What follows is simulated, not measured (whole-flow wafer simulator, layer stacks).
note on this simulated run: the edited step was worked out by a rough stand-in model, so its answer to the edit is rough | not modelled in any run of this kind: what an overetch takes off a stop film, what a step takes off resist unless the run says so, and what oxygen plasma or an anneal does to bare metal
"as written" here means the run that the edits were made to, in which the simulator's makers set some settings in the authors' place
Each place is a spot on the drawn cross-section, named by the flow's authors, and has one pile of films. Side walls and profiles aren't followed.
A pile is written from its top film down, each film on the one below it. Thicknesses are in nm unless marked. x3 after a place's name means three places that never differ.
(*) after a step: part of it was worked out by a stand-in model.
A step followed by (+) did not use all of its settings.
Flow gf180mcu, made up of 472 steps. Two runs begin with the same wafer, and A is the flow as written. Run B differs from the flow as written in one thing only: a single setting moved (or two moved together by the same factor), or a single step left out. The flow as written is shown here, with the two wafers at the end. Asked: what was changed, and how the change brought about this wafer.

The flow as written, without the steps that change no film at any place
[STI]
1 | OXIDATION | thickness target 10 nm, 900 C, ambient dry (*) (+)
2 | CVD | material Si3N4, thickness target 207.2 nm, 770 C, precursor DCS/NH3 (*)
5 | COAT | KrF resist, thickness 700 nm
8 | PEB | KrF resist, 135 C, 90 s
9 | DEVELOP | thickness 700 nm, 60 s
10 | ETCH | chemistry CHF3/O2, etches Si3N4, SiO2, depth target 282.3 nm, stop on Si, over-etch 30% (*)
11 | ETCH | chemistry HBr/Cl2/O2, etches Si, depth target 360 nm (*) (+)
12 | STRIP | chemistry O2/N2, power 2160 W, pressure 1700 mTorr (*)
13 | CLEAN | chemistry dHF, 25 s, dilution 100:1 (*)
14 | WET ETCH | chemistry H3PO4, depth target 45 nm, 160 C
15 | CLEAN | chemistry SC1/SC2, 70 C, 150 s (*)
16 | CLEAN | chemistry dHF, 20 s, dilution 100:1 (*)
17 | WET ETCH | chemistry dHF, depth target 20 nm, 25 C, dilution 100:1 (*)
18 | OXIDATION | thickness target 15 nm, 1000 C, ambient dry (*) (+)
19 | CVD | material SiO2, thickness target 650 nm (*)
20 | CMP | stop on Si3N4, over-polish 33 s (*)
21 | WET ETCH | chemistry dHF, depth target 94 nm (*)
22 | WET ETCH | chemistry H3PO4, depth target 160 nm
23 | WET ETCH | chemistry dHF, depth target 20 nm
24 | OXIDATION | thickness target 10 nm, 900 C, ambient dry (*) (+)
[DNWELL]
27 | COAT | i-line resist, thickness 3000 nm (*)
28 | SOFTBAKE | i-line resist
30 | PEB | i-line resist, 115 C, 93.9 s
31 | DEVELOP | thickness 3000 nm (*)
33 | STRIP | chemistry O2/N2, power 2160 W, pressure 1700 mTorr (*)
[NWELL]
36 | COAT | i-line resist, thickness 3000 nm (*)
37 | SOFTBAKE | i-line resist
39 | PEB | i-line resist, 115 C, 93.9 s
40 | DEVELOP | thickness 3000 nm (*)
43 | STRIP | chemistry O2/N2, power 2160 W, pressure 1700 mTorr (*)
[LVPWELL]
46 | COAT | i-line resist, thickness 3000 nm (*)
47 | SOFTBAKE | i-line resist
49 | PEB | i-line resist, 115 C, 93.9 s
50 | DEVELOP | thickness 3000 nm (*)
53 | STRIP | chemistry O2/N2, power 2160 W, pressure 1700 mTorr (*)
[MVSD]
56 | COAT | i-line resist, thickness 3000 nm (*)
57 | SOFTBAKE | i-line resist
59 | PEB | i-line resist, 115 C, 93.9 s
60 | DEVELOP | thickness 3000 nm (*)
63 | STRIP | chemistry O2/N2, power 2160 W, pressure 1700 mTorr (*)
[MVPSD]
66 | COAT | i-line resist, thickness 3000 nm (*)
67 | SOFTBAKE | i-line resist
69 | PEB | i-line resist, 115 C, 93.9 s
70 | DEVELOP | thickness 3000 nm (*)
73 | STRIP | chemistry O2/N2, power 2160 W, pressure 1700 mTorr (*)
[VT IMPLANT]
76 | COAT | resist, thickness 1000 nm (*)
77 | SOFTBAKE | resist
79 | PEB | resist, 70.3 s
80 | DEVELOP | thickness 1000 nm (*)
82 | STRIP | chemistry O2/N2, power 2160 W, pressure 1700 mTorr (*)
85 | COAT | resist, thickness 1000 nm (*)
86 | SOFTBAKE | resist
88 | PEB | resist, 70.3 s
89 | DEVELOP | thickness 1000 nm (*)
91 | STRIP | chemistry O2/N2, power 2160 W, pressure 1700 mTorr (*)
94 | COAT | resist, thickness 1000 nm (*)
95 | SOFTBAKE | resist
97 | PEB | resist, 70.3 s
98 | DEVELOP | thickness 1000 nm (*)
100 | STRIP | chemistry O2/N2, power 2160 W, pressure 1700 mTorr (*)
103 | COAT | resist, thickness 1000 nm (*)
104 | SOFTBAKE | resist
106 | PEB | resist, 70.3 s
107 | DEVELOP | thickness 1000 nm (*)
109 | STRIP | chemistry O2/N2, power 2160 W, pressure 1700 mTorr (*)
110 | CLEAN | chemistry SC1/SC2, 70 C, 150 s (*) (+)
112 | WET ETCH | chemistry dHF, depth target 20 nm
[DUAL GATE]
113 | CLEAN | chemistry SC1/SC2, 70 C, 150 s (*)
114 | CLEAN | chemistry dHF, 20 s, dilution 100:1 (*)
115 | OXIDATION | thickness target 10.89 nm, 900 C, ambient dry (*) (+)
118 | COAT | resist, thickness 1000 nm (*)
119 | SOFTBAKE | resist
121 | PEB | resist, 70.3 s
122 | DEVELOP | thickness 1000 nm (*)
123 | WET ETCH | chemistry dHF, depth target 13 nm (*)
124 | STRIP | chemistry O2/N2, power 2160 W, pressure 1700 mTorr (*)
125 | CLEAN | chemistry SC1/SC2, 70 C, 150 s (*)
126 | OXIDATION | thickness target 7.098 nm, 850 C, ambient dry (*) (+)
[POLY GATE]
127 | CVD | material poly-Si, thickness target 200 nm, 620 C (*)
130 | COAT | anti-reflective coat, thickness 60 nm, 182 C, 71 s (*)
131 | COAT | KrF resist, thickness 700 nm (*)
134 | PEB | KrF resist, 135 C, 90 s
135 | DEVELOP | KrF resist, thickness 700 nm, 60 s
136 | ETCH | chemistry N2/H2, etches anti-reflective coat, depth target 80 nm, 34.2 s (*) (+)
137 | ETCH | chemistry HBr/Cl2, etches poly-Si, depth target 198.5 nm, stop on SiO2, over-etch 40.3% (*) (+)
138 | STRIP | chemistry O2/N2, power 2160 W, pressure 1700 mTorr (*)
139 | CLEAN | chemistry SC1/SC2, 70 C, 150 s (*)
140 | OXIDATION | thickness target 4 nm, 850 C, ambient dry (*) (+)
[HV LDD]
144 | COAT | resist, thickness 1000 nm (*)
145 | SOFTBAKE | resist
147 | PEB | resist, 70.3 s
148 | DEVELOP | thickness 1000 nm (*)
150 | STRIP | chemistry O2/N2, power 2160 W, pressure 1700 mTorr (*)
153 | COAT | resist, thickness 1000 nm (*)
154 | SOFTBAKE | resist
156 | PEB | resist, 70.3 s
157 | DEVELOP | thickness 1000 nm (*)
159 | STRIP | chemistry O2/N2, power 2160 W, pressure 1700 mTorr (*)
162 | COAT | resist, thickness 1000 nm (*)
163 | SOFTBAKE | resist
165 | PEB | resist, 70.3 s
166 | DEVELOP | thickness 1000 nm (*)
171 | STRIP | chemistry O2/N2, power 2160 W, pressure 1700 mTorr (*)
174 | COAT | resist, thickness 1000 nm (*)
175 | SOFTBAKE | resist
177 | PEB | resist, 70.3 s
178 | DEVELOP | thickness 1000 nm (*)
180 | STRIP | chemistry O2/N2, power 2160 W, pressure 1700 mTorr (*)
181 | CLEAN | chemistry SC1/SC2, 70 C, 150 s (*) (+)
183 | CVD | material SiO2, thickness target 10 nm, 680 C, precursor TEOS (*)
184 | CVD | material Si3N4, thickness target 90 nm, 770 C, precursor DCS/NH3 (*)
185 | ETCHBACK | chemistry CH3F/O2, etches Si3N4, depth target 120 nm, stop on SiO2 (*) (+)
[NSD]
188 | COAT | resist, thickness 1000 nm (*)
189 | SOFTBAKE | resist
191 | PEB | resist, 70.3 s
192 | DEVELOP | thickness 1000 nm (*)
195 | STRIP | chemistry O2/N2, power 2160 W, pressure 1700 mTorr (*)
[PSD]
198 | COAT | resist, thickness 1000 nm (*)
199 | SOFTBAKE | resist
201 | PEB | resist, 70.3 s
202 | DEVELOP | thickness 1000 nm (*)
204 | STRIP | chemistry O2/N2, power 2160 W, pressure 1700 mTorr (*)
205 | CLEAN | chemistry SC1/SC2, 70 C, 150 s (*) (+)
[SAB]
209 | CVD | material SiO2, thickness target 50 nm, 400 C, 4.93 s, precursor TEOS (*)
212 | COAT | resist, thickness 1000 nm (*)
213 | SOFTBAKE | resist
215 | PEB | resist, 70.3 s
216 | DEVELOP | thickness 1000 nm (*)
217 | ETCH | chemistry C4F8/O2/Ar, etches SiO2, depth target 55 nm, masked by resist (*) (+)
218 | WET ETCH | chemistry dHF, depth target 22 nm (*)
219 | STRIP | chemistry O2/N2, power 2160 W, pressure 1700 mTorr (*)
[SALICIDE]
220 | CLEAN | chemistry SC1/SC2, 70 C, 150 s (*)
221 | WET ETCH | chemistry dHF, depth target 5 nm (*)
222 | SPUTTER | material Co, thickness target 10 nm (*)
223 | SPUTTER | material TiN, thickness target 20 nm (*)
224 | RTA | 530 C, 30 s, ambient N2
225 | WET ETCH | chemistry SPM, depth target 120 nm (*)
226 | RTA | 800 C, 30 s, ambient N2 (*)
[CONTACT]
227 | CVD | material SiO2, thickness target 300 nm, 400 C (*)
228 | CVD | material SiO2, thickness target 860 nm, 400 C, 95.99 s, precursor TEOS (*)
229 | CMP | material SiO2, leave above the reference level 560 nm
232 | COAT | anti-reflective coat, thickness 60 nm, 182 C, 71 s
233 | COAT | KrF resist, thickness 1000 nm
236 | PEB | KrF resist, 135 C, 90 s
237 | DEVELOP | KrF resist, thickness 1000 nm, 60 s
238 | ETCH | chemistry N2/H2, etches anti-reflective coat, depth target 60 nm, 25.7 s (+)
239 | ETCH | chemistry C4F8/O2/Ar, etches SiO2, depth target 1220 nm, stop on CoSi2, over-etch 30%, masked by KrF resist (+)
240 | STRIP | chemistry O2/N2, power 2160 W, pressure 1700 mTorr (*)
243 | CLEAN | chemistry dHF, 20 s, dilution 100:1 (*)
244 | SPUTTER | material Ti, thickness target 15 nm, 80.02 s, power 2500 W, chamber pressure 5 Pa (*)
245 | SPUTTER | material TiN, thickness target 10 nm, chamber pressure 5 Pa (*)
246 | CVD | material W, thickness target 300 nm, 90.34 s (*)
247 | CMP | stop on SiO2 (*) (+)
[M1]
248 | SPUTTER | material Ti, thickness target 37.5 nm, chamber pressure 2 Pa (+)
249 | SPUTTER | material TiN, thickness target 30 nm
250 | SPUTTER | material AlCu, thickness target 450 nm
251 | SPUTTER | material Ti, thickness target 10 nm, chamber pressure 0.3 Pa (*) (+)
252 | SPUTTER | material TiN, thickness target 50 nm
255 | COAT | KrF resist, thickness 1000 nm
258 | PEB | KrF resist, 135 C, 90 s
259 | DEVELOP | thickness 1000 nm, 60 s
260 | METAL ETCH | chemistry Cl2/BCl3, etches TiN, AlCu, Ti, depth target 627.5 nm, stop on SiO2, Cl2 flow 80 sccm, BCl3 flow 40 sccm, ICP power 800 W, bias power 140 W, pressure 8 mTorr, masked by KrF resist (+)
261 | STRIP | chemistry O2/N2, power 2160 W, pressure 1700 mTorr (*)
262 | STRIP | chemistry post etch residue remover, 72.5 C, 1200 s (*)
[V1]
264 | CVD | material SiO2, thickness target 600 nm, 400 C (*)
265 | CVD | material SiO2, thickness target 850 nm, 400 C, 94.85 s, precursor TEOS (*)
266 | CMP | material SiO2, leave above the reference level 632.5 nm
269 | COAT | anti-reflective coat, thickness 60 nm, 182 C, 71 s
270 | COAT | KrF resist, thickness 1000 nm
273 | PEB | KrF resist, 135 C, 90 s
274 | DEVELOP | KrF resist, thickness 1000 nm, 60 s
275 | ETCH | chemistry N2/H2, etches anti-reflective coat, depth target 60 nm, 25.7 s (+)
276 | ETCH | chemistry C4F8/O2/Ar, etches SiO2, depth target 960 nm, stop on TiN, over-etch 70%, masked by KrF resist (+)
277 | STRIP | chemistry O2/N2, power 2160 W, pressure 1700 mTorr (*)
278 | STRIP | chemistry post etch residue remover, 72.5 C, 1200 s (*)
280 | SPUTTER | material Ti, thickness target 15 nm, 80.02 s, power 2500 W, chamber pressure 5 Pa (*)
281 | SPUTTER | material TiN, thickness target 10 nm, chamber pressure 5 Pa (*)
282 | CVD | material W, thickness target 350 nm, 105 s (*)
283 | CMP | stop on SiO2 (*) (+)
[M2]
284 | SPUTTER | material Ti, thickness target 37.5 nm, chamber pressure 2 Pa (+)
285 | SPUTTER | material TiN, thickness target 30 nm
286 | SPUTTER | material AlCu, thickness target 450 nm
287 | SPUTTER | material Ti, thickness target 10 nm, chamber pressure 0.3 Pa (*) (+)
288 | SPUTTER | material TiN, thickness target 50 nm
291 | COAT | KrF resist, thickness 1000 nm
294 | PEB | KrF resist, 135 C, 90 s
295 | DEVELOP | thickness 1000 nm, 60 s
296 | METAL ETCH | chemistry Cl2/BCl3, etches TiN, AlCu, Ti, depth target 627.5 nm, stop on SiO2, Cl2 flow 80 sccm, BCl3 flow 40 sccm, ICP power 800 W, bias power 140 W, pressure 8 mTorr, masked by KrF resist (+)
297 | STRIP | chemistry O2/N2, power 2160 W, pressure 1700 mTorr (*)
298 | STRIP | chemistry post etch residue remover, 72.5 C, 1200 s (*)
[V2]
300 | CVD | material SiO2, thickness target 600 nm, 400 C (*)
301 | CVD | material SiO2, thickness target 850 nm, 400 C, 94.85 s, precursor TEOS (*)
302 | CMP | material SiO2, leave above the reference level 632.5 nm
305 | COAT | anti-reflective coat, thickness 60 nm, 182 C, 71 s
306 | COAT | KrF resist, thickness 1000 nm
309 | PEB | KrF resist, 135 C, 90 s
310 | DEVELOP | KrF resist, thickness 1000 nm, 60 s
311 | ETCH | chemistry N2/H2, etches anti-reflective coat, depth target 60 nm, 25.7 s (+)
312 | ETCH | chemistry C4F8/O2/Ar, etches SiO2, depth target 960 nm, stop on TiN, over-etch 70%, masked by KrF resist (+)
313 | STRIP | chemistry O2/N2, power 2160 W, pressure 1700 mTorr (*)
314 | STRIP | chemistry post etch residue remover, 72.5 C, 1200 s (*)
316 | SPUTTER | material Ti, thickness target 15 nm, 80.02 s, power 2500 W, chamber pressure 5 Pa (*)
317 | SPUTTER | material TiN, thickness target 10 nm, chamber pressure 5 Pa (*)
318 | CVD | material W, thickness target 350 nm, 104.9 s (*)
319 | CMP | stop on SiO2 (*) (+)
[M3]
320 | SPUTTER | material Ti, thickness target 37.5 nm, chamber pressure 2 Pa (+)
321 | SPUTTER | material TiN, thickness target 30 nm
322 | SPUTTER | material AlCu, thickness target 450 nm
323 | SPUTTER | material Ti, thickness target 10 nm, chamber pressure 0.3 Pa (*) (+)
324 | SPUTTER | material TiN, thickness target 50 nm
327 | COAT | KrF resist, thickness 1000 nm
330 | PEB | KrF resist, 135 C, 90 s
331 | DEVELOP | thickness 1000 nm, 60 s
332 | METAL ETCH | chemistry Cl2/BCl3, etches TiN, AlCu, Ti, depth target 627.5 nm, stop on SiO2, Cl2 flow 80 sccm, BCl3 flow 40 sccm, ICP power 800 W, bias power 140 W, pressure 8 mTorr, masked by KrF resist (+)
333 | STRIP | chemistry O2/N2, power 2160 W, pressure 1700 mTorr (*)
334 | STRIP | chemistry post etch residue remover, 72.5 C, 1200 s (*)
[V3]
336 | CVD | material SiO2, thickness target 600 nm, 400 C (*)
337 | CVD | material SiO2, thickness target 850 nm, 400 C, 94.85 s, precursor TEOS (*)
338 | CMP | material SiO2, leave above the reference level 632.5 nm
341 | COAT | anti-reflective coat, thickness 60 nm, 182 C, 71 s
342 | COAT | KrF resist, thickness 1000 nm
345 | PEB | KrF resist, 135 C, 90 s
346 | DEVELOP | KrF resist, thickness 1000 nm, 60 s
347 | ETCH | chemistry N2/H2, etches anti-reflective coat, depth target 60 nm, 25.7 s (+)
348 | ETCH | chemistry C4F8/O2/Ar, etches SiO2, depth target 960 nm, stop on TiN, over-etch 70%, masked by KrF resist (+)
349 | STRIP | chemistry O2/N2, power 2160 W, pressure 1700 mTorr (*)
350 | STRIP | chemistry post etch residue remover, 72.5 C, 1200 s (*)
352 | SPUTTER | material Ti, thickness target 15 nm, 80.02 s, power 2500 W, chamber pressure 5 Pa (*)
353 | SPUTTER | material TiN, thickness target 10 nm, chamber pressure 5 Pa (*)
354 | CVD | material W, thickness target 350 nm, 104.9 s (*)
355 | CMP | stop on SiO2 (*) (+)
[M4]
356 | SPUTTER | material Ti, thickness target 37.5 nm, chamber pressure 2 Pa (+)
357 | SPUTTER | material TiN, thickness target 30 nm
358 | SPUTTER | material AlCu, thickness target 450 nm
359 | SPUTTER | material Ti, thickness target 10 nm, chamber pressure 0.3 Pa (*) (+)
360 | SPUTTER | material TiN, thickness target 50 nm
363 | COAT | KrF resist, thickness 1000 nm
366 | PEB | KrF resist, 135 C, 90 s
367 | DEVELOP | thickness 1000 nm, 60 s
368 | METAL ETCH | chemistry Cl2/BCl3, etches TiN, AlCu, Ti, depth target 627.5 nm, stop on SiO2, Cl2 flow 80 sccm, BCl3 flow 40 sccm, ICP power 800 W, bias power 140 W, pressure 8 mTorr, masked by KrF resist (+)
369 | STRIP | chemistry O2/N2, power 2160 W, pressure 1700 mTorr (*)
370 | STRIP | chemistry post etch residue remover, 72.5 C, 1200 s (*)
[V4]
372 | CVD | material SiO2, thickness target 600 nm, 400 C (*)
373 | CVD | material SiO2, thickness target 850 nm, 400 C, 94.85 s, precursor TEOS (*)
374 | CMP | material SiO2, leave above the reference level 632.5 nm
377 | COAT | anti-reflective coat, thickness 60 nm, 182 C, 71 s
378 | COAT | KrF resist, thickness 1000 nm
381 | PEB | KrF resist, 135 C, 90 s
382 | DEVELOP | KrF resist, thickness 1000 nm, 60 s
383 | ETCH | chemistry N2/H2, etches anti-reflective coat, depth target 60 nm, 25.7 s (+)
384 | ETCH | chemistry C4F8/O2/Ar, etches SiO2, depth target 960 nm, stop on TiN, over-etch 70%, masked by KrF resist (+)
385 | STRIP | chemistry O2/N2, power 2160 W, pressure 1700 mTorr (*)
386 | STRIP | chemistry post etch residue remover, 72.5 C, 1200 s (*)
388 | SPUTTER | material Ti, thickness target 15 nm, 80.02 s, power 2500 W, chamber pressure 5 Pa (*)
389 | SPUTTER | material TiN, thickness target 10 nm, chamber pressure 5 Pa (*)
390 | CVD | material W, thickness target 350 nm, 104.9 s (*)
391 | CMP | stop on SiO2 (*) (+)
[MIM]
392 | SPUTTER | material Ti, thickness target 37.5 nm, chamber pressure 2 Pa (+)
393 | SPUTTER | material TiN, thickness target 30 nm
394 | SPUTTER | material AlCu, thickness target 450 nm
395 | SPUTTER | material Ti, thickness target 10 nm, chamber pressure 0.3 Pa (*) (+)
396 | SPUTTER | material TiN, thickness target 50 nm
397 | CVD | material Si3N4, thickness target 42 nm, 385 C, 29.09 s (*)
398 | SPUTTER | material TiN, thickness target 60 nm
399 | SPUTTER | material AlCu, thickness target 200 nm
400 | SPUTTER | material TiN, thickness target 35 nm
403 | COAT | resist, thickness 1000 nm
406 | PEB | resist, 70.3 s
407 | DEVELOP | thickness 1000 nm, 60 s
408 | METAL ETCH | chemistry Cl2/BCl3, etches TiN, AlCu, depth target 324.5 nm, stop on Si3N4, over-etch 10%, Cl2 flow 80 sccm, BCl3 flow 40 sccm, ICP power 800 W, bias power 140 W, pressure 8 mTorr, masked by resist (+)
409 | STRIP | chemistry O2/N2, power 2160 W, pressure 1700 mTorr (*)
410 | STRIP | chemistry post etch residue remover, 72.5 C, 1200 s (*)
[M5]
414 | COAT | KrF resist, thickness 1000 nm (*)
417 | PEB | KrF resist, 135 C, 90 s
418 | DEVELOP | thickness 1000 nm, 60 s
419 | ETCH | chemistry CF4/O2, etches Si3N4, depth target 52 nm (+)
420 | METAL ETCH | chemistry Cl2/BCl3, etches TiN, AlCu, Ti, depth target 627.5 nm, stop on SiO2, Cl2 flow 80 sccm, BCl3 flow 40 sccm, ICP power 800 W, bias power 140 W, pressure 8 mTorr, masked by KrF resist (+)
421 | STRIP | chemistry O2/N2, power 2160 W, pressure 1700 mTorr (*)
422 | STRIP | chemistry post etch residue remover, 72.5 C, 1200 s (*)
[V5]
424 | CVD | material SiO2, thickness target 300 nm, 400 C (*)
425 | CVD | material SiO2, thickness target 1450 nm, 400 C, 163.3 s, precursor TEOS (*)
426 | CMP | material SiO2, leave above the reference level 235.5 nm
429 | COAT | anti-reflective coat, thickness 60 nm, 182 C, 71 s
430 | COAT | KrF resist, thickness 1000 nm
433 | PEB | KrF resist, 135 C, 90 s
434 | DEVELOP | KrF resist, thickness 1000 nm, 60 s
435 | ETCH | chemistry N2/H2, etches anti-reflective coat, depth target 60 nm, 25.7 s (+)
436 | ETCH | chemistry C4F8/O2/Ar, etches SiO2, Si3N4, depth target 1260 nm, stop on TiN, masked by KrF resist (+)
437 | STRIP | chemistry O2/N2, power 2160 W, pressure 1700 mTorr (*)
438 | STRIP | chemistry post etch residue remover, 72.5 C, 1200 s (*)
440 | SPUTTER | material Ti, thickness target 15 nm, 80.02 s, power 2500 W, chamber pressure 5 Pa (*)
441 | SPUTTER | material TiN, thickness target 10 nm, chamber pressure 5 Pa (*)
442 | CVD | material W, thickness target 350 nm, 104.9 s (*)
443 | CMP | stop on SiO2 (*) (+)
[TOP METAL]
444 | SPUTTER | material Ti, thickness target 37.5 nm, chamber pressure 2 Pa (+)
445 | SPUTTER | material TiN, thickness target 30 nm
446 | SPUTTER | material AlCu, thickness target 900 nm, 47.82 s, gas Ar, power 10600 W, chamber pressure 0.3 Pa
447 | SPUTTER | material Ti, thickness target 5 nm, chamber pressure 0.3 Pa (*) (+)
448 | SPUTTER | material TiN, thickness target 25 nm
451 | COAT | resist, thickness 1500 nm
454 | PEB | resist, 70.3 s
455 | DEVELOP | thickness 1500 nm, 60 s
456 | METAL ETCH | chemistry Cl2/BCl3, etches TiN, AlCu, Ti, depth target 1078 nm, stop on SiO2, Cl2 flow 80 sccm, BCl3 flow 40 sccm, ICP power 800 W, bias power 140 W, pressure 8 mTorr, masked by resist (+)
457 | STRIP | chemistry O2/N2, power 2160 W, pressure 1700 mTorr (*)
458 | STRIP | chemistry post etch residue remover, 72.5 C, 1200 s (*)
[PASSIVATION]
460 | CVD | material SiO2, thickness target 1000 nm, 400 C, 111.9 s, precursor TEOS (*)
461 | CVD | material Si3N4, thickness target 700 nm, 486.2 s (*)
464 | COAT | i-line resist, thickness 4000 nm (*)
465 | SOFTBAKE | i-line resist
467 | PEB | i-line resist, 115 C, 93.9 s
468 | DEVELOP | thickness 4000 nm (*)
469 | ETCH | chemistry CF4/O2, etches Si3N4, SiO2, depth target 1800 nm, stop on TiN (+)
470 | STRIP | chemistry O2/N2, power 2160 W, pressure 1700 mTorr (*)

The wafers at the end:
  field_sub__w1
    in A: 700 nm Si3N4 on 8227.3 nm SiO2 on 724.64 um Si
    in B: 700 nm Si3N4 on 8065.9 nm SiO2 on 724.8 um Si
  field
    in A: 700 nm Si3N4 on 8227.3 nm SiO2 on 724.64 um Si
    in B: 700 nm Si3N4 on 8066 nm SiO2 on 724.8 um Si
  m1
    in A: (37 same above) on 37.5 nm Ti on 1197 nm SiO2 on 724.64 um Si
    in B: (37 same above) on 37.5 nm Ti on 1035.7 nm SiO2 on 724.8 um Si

What caused this: step 11, ETCH: depth target 198 nm was run, though the flow has depth target 360 nm.

Step by step, how the change led to this:
  11 | ETCH | chemistry HBr/Cl2/O2, etches Si, depth target 360 nm (*) (+)
      active, n_well, p_well and 40 more: A KrF resist loses 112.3 | B KrF resist loses 58.3
      field, field_sub, sti and 34 more: A Si loses 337 | B Si loses 175
  12 | STRIP | chemistry O2/N2, power 2160 W, pressure 1700 mTorr (*)
      active, n_well, p_well and 40 more: A KrF resist loses 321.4 (all of it) | B KrF resist loses 375.4 (all of it)
  19 | CVD | material SiO2, thickness target 650 nm (*)
      m1, ld_fp_n, ld_drift_n and 8 more: A SiO2 gains 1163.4 | B SiO2 gains 1001.4
  20 | CMP | stop on Si3N4, over-polish 33 s (*)
      sti, mim_1p0, pad and 11 more: A SiO2 loses 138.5 | B SiO2 loses 300.5
      nw_enc_fld, nw_enc_fld_lv: A SiO2 loses 142.5 | B SiO2 loses 304.5
      (as well as at 10 more places)
  115 | OXIDATION | thickness target 10.89 nm, 900 C, ambient dry (*) (+)
      sti, mim_1p0, pad and 19 more: A SiO2 gains 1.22, Si loses 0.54 | B SiO2 gains 1.83, Si loses 0.81
      field, field__w1, field__w2, field__w3, field__w6, field__w12, mim, nw_sep_fld: A SiO2 gains 1.25, Si loses 0.55 | B SiO2 gains 1.89, Si loses 0.83
      (as well as at 19 more places)
  189 | SOFTBAKE | resist
      field__w9: A resist gains 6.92 | B resist loses 3.07
      active_hv: A resist gains 2.68 | B resist loses 0.5
      (as well as at 1 more place)
  199 | SOFTBAKE | resist
      field__w9: A resist gains 6.92 | B resist loses 3.07
      active_hv: A resist gains 2.68 | B resist loses 0.5
      (as well as at 1 more place)
